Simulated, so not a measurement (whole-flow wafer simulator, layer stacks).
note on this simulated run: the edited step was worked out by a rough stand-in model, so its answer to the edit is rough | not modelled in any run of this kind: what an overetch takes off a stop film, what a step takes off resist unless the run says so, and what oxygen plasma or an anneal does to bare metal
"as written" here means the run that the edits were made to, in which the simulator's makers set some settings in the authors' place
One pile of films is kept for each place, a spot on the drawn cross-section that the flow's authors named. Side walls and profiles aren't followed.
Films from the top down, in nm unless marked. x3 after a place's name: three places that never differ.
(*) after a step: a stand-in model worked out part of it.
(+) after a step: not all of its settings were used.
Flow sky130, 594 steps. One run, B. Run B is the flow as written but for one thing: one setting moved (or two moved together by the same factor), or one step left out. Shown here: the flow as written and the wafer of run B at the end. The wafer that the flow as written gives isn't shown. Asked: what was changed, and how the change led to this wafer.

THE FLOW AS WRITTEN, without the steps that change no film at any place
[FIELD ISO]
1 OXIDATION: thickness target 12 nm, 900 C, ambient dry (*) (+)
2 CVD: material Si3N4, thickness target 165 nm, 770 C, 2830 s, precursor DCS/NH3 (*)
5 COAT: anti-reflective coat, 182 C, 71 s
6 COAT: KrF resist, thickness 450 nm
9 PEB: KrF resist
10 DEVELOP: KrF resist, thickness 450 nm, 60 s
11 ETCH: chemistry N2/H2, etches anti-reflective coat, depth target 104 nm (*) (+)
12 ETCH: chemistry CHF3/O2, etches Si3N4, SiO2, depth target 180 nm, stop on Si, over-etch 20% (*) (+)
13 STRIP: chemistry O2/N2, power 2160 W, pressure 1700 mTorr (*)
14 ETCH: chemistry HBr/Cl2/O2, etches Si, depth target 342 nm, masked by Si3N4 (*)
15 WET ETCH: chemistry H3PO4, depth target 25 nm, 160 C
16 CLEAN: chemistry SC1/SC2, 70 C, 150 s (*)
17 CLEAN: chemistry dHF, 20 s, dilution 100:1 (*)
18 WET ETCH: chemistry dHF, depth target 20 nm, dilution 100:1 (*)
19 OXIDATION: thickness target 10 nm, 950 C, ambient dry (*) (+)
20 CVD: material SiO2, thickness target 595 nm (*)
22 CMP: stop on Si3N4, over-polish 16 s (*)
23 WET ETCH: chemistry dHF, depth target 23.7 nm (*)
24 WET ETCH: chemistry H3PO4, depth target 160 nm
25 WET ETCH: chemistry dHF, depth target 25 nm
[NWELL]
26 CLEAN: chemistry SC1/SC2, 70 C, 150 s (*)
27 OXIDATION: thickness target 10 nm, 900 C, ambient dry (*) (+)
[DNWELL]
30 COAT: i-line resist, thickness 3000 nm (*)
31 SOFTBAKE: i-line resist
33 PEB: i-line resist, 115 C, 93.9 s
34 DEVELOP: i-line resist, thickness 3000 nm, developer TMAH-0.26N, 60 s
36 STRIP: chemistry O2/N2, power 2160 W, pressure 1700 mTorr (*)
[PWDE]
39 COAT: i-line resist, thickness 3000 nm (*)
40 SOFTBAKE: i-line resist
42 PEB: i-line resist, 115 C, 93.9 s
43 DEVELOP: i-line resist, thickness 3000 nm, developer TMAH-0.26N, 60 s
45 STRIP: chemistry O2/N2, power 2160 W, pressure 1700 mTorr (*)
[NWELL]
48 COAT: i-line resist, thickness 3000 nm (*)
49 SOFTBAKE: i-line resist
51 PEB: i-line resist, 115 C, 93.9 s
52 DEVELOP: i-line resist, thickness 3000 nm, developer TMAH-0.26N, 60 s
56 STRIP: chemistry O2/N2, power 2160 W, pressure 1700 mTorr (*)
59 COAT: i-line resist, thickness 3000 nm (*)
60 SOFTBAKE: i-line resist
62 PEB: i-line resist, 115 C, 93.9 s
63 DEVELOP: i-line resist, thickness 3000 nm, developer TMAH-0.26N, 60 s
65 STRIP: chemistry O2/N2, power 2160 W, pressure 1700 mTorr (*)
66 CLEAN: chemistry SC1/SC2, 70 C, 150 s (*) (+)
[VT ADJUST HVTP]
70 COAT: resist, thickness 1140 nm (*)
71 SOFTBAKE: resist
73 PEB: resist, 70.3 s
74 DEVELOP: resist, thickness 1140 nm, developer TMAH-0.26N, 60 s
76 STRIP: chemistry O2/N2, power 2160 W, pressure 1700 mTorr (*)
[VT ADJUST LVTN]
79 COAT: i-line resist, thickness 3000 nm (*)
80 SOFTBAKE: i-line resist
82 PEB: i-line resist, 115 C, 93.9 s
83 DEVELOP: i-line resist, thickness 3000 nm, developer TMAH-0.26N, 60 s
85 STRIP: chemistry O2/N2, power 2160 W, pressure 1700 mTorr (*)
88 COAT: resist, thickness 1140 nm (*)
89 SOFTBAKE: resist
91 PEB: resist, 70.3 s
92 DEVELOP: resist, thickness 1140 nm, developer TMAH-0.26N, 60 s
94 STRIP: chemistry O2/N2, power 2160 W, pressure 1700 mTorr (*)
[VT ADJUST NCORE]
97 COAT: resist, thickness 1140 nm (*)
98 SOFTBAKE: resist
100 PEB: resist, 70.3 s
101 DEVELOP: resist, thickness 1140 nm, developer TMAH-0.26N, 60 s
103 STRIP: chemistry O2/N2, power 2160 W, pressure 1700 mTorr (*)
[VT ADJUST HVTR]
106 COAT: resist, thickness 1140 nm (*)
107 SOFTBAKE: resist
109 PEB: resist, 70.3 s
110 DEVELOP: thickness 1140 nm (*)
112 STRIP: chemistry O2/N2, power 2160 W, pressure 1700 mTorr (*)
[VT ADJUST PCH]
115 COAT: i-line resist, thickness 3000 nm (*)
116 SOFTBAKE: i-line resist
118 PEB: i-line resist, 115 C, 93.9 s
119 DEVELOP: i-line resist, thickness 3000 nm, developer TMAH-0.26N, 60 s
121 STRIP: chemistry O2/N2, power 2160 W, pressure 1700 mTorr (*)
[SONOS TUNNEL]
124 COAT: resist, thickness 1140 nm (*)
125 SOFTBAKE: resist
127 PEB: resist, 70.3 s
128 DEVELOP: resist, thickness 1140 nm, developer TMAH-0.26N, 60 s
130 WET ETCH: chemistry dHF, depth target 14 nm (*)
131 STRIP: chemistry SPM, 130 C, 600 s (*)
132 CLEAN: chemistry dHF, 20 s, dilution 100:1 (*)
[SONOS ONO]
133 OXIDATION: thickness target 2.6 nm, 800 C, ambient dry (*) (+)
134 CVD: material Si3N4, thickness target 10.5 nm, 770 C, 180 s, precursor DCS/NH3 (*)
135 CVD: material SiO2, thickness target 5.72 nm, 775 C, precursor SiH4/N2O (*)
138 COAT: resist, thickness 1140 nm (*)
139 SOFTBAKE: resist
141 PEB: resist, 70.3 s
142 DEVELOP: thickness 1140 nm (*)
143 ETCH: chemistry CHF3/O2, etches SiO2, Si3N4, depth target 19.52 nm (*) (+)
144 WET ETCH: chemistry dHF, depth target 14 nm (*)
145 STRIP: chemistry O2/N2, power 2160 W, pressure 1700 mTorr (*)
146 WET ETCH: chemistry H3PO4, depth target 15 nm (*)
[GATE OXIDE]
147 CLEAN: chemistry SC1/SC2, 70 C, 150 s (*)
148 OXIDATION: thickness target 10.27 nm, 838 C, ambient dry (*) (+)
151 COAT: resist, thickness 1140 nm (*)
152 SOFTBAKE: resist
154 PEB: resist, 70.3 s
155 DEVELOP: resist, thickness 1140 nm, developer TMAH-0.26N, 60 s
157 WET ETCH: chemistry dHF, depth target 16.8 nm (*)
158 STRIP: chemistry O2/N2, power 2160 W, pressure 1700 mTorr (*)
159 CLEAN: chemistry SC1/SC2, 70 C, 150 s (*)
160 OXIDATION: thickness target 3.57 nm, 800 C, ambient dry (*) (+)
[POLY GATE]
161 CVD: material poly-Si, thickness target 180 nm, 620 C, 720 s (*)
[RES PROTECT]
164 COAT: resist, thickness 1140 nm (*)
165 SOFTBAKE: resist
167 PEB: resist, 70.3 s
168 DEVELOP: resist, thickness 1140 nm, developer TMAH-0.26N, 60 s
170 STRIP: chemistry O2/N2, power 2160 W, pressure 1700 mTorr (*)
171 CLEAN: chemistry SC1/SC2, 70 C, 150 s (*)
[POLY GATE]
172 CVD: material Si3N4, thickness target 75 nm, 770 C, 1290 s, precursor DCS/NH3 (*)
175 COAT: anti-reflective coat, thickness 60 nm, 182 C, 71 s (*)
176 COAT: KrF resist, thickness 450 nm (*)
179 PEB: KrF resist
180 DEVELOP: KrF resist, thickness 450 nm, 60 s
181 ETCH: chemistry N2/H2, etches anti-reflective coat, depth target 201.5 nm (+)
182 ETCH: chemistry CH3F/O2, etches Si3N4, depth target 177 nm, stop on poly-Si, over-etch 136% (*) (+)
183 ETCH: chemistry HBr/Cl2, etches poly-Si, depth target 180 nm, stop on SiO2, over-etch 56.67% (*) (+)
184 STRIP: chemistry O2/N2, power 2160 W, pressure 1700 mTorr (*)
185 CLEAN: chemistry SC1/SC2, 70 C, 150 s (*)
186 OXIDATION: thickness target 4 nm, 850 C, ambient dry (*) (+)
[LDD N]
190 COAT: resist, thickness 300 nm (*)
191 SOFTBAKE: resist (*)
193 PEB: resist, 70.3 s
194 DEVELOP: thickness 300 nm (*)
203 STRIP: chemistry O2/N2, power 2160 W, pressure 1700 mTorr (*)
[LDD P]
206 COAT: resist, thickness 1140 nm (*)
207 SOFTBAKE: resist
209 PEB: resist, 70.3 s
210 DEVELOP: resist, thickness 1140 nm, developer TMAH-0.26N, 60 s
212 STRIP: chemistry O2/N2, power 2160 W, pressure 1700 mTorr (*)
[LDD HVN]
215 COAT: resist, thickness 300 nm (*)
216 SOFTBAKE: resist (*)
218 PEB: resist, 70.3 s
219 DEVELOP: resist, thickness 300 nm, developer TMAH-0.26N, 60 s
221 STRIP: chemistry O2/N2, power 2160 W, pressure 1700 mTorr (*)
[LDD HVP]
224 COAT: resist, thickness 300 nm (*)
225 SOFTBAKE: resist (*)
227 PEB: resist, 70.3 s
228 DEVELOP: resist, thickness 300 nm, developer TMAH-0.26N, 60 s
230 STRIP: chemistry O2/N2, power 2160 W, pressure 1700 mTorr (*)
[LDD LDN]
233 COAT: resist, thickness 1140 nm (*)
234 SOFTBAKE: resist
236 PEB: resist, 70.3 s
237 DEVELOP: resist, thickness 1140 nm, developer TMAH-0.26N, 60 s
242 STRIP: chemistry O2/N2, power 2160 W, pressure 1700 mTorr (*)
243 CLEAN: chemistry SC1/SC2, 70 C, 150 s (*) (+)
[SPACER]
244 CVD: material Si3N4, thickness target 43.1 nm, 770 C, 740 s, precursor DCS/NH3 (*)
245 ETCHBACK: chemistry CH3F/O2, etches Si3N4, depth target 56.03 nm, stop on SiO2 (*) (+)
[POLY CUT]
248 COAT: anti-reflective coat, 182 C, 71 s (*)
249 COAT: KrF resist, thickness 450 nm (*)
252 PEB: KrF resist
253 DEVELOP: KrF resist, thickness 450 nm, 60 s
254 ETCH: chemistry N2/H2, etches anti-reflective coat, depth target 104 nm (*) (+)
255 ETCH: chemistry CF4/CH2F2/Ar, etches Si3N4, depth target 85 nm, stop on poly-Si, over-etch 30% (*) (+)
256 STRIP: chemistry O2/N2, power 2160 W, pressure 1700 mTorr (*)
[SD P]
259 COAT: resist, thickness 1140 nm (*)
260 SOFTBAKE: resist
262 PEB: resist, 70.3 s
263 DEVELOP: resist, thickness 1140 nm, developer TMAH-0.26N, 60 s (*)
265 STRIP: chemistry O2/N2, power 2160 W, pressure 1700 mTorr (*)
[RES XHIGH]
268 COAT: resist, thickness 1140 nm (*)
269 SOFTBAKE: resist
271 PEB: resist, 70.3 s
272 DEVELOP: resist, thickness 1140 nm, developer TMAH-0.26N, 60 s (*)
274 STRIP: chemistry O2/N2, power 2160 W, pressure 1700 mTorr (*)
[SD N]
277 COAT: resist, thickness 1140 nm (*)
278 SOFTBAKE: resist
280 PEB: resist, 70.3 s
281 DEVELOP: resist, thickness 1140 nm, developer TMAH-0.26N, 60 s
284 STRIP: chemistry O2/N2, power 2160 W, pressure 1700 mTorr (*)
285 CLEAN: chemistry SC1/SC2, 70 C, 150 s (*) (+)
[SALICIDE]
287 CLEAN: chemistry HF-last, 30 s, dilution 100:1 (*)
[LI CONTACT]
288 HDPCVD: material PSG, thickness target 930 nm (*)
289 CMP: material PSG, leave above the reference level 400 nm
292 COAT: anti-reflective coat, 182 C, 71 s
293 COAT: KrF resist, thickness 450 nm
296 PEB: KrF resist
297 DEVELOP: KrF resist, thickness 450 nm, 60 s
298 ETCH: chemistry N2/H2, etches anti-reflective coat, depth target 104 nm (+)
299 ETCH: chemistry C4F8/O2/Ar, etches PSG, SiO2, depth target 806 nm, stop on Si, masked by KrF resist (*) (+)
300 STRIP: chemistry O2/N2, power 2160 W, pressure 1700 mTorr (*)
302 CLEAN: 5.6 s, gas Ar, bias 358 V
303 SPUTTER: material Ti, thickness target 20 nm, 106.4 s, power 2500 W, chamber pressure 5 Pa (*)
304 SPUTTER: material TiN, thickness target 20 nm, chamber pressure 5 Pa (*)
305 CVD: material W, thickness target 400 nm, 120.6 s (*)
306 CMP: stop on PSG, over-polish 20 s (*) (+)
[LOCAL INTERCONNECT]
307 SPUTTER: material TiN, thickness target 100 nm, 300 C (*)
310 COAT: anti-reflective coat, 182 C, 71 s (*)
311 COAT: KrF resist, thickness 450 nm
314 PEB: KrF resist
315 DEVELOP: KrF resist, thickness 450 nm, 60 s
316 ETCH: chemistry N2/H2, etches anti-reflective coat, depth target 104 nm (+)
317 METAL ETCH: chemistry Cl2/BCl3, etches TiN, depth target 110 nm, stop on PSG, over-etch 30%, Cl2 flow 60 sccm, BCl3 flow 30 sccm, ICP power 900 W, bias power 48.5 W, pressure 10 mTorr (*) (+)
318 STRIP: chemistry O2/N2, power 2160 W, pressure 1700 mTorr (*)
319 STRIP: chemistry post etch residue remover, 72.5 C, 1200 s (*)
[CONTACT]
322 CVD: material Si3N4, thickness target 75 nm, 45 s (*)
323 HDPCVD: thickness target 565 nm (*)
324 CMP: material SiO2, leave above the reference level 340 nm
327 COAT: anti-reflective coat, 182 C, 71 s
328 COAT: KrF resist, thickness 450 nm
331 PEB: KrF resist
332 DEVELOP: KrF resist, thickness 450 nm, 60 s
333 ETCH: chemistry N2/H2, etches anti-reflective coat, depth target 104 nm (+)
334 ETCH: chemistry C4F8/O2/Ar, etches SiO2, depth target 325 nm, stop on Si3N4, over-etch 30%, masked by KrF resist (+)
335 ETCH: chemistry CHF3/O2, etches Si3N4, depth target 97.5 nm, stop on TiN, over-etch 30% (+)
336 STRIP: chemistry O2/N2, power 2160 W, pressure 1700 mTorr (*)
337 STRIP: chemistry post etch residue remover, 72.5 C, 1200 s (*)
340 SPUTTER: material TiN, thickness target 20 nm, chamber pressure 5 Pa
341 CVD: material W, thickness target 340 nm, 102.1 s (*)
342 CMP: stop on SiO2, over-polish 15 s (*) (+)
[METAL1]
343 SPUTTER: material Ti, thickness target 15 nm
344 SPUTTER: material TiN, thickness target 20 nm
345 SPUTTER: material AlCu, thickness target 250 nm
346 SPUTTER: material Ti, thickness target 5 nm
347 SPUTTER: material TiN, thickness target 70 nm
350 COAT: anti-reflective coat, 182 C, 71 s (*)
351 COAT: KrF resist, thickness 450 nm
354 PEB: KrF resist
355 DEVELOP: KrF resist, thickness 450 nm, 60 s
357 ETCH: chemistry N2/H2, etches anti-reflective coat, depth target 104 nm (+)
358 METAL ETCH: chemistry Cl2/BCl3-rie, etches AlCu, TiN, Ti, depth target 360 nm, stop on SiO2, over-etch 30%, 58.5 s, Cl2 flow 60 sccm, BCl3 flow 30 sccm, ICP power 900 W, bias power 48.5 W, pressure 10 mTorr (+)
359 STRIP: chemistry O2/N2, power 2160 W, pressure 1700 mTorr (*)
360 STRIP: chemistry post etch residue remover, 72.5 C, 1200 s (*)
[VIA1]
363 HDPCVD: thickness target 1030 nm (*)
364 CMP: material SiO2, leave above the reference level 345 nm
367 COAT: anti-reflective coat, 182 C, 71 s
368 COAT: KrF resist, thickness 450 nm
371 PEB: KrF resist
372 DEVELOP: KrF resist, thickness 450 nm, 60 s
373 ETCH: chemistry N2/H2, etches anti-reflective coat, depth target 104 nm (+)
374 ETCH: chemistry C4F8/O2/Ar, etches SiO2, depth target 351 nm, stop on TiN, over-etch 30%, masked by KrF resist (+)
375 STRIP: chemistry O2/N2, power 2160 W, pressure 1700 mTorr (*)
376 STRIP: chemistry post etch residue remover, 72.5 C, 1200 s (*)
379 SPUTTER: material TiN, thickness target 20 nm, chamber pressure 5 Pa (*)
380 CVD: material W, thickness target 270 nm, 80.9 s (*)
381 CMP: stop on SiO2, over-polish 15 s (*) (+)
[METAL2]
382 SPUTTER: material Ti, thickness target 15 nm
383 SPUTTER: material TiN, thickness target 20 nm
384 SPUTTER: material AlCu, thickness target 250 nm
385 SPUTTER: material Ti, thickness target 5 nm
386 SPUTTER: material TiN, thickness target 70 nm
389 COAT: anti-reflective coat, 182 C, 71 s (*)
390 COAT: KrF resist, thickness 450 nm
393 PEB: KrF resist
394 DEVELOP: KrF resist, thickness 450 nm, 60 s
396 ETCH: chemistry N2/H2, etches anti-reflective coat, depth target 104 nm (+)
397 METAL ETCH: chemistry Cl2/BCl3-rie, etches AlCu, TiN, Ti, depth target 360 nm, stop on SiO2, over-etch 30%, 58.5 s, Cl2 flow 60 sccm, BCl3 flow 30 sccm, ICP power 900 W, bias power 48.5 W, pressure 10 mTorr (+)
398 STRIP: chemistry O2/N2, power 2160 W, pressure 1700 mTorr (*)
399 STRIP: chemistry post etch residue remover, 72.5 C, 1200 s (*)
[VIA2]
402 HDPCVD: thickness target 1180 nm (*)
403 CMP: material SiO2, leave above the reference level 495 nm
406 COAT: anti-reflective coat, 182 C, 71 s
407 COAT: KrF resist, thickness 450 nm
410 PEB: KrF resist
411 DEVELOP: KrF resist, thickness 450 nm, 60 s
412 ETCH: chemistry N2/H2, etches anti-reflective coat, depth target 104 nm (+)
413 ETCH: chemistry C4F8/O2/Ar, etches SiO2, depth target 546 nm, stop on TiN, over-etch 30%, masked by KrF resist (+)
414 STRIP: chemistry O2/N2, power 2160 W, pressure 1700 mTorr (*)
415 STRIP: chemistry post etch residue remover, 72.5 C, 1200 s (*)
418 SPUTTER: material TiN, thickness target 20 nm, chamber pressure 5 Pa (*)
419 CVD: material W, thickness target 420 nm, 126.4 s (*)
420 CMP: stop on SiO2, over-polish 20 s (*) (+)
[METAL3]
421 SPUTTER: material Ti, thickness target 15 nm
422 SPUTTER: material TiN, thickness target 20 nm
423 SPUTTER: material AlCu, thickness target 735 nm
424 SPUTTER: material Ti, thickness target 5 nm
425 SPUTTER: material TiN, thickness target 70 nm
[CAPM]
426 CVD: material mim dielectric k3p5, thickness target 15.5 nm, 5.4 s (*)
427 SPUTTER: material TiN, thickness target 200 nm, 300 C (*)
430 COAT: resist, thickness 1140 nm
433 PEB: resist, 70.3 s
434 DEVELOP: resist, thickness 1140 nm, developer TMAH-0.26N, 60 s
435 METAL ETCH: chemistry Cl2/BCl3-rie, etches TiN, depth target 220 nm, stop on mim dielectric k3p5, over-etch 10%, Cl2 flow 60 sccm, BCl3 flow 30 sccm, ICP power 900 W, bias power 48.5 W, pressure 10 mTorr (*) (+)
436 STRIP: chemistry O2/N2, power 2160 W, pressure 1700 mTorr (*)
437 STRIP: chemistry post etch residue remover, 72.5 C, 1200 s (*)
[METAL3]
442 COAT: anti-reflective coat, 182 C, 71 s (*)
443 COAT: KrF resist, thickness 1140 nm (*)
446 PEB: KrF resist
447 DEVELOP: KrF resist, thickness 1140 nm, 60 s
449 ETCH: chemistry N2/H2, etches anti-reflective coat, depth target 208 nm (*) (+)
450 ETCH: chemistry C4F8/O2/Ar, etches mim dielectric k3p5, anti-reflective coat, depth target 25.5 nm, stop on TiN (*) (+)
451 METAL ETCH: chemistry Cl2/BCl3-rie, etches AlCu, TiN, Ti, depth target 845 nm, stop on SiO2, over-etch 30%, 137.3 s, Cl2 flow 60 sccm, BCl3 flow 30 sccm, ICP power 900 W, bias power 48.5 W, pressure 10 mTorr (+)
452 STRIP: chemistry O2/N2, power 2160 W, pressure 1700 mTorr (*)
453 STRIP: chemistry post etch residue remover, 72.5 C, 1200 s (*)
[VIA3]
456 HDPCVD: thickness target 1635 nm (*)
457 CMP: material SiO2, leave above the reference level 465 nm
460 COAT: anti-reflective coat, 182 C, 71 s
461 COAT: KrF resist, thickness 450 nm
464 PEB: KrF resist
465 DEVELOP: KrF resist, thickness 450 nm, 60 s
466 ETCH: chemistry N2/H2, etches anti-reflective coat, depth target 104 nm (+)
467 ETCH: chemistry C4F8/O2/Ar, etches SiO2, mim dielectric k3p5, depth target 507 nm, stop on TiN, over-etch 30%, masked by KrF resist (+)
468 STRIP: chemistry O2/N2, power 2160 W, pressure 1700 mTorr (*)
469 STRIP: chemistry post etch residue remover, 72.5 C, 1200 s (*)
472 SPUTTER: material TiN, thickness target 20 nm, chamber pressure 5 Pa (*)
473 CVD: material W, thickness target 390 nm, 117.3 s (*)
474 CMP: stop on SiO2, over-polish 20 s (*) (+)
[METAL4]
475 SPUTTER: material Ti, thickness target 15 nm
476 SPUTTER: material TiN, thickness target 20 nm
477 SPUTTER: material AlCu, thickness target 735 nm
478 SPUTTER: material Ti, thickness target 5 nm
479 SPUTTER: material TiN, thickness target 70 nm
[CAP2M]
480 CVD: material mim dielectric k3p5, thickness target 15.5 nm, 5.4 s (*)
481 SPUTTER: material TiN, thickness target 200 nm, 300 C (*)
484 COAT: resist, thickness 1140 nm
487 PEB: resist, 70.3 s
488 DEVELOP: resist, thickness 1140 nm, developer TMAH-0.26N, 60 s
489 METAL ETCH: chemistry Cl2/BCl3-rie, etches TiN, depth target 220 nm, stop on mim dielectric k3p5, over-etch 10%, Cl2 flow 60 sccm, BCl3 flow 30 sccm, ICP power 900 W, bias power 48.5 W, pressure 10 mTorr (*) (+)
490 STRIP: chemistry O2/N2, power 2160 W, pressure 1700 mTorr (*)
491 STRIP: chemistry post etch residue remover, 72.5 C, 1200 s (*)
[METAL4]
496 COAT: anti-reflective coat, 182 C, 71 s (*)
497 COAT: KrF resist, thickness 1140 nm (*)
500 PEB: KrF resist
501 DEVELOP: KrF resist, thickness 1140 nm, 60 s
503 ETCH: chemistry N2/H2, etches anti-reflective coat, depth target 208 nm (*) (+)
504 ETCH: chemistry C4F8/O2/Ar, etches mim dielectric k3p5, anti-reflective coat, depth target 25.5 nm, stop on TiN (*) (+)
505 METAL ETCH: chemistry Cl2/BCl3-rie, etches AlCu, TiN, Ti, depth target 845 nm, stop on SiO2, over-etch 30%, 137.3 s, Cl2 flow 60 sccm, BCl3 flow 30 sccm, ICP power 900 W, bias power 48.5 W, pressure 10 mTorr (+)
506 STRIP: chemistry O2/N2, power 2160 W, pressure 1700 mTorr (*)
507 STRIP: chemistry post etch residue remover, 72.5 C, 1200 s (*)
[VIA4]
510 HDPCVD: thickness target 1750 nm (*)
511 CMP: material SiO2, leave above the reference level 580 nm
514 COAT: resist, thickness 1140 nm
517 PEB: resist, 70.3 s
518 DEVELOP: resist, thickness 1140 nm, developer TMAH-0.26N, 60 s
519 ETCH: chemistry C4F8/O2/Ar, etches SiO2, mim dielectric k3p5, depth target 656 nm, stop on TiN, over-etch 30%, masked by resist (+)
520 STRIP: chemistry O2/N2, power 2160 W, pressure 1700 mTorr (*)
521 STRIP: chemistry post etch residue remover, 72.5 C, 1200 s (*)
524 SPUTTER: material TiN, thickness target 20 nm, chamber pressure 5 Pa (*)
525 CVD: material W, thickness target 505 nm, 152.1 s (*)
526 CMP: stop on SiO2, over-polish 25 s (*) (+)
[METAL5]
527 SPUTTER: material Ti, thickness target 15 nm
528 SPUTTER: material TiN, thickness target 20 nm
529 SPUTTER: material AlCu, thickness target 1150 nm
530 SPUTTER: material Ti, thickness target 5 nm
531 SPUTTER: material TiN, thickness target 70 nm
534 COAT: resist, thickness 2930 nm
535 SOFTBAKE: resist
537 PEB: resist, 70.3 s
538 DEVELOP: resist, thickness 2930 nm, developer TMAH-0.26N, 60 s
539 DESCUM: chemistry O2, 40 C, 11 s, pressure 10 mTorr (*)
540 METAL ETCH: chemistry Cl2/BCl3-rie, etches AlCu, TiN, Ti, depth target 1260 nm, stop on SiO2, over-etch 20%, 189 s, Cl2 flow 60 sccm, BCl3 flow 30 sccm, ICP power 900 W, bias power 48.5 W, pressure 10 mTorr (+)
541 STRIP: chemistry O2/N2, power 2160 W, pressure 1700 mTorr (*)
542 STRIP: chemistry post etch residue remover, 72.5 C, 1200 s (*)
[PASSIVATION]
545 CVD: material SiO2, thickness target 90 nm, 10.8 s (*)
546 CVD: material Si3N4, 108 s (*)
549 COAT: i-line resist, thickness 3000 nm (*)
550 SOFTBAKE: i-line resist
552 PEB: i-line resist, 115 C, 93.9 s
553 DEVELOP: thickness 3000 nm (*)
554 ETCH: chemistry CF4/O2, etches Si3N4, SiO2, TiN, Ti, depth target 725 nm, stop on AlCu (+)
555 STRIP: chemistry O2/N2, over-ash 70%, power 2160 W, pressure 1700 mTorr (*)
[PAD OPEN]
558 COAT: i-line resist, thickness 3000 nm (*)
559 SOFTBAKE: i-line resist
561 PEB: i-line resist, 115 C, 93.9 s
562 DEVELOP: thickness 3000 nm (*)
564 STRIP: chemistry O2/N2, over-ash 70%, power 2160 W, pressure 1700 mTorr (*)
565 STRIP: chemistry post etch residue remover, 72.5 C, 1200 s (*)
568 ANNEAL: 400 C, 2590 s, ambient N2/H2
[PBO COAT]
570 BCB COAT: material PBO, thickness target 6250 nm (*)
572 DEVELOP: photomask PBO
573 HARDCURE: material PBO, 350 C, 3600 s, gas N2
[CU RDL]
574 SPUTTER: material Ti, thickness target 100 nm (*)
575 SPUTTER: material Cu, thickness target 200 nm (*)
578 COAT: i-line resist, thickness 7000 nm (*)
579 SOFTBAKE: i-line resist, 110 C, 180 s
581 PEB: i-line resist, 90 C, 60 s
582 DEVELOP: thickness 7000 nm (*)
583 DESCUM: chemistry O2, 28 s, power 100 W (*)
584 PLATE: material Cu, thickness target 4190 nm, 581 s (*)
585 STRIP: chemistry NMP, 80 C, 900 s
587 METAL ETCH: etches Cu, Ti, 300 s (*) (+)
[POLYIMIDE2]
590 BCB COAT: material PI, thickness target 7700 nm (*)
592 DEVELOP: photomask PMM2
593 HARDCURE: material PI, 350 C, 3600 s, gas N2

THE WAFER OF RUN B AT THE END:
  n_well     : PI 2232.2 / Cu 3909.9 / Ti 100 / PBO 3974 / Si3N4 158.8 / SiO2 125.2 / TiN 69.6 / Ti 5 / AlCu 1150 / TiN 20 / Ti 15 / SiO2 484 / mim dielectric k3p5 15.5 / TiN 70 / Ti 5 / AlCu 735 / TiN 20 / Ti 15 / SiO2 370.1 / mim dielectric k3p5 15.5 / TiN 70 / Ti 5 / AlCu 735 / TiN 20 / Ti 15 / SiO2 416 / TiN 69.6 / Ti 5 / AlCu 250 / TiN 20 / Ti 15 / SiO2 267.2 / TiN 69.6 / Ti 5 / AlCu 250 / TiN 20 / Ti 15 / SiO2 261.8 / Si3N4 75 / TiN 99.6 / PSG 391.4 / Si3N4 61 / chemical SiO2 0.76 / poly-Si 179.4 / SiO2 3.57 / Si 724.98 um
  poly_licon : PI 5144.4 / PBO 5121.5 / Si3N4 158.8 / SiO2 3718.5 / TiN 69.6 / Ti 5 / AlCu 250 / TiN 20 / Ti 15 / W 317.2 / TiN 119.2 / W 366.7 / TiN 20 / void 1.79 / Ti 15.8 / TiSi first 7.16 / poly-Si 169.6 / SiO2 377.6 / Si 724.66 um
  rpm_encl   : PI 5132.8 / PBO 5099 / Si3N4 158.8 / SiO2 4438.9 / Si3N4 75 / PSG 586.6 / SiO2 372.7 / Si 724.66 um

The cause: step 575, SPUTTER: thickness target 110 nm was run, where the flow has thickness target 200 nm.

How the change led to this, step by step:
  575 SPUTTER: material Cu, thickness target 200 nm (*)
      field, active, n_well and 190 more: Cu +110 (new film) (as written it would be: Cu +200 (new film))
  587 METAL ETCH: etches Cu, Ti, 300 s (*) (+)
      field, active, gate and 167 more: Cu -110 (all of it), Ti -100 (all of it) (as written it would be: Cu -200 (all of it), Ti -100 (all of it))
  590 BCB COAT: material PI, thickness target 7700 nm (*)
      n_well, p_well, sd_n, sd_p: PI +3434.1 (new film) (as written it would be: PI +3344.1 (new film))
      mim: PI +3756.4 (new film) (as written it would be: PI +3670.5 (new film))
      (and at 14 more places)
  593 HARDCURE: material PI, 350 C, 3600 s, gas N2
      n_well, p_well, sd_n, sd_p: PI -1201.9 (as written it would be: PI -1170.4)
